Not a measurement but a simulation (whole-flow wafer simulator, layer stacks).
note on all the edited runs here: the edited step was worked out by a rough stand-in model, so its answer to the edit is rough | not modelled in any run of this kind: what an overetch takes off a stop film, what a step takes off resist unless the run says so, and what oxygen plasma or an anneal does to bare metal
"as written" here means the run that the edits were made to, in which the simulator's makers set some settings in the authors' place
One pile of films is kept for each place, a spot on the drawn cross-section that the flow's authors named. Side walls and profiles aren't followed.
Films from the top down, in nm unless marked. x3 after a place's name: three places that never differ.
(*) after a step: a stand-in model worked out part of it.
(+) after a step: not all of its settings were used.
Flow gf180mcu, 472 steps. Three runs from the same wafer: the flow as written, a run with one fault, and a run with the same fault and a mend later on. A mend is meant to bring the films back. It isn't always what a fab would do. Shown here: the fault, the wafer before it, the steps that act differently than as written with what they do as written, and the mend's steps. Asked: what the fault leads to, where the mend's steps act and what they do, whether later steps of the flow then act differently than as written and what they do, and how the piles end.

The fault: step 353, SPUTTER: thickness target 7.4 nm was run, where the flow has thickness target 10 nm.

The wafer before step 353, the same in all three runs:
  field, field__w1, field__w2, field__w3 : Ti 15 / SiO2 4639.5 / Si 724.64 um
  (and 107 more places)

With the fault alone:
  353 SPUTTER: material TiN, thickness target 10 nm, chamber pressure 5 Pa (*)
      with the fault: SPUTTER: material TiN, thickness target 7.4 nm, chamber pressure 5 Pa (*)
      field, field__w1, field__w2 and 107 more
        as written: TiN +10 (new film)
        with the fault: TiN +7.4 (new film)
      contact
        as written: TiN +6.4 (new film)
        with the fault: TiN +4.74 (new film)
  Later steps of the flow that act differently than as written (1 more step differs only slightly, by at most 2% or 0.5 nm, whichever is larger, and isn't shown):
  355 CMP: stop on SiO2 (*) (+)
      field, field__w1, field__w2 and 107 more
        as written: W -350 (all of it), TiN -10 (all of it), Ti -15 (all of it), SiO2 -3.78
        with the fault: W -350 (all of it), TiN -7.4 (all of it), Ti -15 (all of it), SiO2 -3.76
  At the end the piles differ from the flow's by more than 2% or 0.5 nm, whichever is larger, at contact.
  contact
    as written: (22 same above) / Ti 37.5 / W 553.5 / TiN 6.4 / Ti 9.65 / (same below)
    with the fault: (22 same above) / Ti 37.5 / W 555.2 / TiN 4.74 / Ti 9.65 / (same below)

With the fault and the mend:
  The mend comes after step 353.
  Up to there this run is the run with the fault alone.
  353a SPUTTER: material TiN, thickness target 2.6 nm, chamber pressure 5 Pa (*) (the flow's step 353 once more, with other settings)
      field, field__w1, field__w2 and 107 more
        TiN +2.6
      contact
        TiN +1.66
  No later step of the flow acts differently than as written at any place that is followed.
  At the end the piles are the same as the flow's at every place that both follow.
